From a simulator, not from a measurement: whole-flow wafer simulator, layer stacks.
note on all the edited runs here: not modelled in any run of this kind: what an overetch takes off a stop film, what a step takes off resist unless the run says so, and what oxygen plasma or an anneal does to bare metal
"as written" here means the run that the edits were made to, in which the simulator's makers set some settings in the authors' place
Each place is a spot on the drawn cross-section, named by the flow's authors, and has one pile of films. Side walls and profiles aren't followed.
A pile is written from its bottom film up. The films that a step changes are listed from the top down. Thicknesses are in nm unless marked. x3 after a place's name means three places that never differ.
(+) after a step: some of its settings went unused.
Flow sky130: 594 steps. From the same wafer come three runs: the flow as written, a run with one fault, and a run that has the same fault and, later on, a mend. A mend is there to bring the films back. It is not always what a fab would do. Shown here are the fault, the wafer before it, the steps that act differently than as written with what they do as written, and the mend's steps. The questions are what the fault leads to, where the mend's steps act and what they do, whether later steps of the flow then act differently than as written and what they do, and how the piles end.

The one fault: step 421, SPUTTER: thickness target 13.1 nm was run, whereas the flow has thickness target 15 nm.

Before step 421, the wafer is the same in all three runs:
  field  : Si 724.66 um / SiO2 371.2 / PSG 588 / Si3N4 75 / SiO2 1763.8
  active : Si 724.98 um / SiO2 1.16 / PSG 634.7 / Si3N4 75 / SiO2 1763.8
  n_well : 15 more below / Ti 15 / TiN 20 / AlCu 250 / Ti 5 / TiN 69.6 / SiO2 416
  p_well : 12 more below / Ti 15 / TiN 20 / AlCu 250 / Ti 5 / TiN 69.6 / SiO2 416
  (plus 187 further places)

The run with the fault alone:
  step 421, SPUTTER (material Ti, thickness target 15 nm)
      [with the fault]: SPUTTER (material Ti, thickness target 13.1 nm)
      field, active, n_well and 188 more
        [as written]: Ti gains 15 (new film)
        [with the fault]: Ti gains 13.1 (new film)
  Steps further on in the flow that do not act as written (15 other steps are not shown; they differ only slightly, by no more than 2% or 0.5 nm, whichever is larger):
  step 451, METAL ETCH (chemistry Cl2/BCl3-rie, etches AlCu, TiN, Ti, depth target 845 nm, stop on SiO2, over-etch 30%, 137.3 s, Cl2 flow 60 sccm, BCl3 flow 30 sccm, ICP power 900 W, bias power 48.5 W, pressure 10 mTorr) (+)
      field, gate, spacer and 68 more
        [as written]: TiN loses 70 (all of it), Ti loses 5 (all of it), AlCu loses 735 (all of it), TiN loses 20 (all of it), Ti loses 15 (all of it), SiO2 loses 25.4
        [with the fault]: TiN loses 70 (all of it), Ti loses 5 (all of it), AlCu loses 735 (all of it), TiN loses 20 (all of it), Ti loses 13.1 (all of it), SiO2 loses 25.5
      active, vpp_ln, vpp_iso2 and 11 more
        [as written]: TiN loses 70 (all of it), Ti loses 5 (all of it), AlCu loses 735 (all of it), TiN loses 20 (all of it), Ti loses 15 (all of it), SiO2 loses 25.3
        [with the fault]: TiN loses 70 (all of it), Ti loses 5 (all of it), AlCu loses 735 (all of it), TiN loses 20 (all of it), Ti loses 13.1 (all of it), SiO2 loses 25.5
  At n_well, p_well, gate_hv and 104 more, the piles at the end differ from the flow's by more than 2% or 0.5 nm, whichever is larger.
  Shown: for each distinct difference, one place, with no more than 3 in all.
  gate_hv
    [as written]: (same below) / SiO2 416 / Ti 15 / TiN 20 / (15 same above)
    [with the fault]: (same below) / SiO2 416 / Ti 13.1 / TiN 20 / (15 same above)
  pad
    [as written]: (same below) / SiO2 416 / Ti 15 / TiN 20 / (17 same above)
    [with the fault]: (same below) / SiO2 416 / Ti 13.1 / TiN 20 / (17 same above)
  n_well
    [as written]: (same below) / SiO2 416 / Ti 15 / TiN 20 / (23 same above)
    [with the fault]: (same below) / SiO2 416 / Ti 13.1 / TiN 20 / (23 same above)

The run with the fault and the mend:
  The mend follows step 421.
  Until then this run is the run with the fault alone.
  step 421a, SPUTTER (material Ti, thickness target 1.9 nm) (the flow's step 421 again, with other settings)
      field, active, n_well and 188 more
        Ti gains 1.9
  Every later step of the flow that is run acts as written at every place that is followed.
  The piles end the same as the flow's at every place that both follow.
